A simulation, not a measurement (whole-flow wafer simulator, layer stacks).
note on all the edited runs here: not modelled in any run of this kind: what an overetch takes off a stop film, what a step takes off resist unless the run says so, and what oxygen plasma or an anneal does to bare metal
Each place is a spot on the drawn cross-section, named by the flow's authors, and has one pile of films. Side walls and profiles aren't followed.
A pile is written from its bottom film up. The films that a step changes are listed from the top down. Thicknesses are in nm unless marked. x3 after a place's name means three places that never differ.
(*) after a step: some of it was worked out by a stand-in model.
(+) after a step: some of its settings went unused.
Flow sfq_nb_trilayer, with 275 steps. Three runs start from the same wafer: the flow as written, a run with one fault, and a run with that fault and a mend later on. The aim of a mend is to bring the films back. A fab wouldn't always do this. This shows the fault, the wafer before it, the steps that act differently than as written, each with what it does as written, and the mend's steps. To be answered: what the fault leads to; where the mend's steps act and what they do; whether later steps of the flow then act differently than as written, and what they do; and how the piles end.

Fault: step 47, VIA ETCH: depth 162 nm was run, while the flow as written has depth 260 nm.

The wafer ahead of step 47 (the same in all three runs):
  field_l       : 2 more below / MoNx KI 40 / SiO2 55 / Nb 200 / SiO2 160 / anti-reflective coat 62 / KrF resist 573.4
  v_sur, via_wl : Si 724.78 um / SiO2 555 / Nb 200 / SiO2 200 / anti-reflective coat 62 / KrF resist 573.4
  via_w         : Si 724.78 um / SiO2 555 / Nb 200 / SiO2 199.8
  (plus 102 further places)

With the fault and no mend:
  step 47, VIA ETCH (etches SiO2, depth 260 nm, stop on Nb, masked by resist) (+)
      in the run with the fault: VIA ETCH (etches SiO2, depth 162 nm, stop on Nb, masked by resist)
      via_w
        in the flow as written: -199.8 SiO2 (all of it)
        in the run with the fault: -162 SiO2
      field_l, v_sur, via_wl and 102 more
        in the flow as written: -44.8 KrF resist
        in the run with the fault: -27.9 KrF resist
  Steps further on in the flow that do not act as written (3 more steps, not shown, differ only slightly: by at most 2% or 0.5 nm, whichever is larger):
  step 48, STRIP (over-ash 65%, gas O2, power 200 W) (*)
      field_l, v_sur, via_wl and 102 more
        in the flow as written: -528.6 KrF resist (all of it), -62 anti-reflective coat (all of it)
        in the run with the fault: -545.5 KrF resist (all of it), -62 anti-reflective coat (all of it)
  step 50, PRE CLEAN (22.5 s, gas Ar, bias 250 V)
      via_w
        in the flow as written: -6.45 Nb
        in the run with the fault: -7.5 SiO2
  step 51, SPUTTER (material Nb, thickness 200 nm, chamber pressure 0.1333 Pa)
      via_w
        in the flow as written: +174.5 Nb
        in the run with the fault: +182.1 Nb (new film)
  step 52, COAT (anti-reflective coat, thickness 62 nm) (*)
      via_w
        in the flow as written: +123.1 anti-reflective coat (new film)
        in the run with the fault: +113.7 anti-reflective coat (new film)
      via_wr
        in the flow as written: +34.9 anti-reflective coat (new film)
        in the run with the fault: +33.7 anti-reflective coat (new film)
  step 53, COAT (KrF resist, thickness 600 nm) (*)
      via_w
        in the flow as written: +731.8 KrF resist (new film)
        in the run with the fault: +702.2 KrF resist (new film)
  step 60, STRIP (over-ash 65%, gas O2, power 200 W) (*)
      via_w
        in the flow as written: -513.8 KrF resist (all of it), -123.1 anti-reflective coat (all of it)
        in the run with the fault: -484.4 KrF resist (all of it), -113.7 anti-reflective coat (all of it)
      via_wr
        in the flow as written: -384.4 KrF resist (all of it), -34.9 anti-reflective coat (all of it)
        in the run with the fault: -389.7 KrF resist (all of it), -33.7 anti-reflective coat (all of it)
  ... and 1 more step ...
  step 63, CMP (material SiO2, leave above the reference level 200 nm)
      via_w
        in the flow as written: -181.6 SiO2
        in the run with the fault: -157.1 SiO2
  By the end, the piles at via_w depart from the flow's by more than 2% or 0.5 nm, whichever is larger.
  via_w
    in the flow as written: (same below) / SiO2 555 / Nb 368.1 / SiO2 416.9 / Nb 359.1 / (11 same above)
    in the run with the fault: (same below) / SiO2 555 / Nb 200 / SiO2 30.3 / Nb 182.1 / SiO2 372.6 / Nb 359.1 / (11 same above)

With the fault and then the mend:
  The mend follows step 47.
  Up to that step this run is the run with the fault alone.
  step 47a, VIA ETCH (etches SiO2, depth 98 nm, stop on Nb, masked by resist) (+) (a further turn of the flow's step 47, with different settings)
      field_l, v_sur, via_wl and 102 more
        -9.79 KrF resist
      via_w
        -37.8 SiO2 (all of it)
  Every later step of the flow that is run acts as written, at every place that is followed, to within 2% or 0.5 nm, whichever is larger.
  By the end, the piles equal the flow's at every place that both follow.
